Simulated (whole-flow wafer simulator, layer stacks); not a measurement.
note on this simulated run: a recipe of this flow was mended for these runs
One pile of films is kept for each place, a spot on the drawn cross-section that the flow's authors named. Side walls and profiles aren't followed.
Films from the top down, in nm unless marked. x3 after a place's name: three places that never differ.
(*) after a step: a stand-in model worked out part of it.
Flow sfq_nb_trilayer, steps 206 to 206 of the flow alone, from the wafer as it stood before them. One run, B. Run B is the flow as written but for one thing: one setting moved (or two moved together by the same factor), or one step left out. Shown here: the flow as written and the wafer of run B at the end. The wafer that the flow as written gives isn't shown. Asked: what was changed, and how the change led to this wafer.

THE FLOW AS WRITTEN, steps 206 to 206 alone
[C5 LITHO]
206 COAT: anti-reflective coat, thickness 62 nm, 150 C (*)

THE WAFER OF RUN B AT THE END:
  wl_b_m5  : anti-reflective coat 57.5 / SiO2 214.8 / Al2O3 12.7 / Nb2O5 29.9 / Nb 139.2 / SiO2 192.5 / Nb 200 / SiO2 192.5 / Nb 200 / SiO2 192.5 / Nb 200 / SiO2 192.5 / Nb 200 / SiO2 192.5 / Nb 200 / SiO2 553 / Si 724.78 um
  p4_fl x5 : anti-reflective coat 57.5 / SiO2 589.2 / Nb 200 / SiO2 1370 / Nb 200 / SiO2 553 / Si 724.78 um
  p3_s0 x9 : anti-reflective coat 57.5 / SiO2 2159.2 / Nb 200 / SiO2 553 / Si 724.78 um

The cause: step 206, COAT: thickness 57.5 nm was run, where the flow has thickness 62 nm.
It can be read off the wafer: wl_b_m5 has anti-reflective coat 57.5, and step 206 as written asks for 62 nm.

How the change led to this, step by step:
  206 COAT: anti-reflective coat, thickness 62 nm, 150 C (*)
      p4_fl x5, p4_w1 x9, p3_s0 x9 and 41 more: anti-reflective coat +57.5 (new film) (as written it would be: anti-reflective coat +62 (new film))
      r5r_line_l, r5r_line_c, r5r_line_r: anti-reflective coat +31.2 (new film) (as written it would be: anti-reflective coat +35.5 (new film))
      (and at 39 more places)
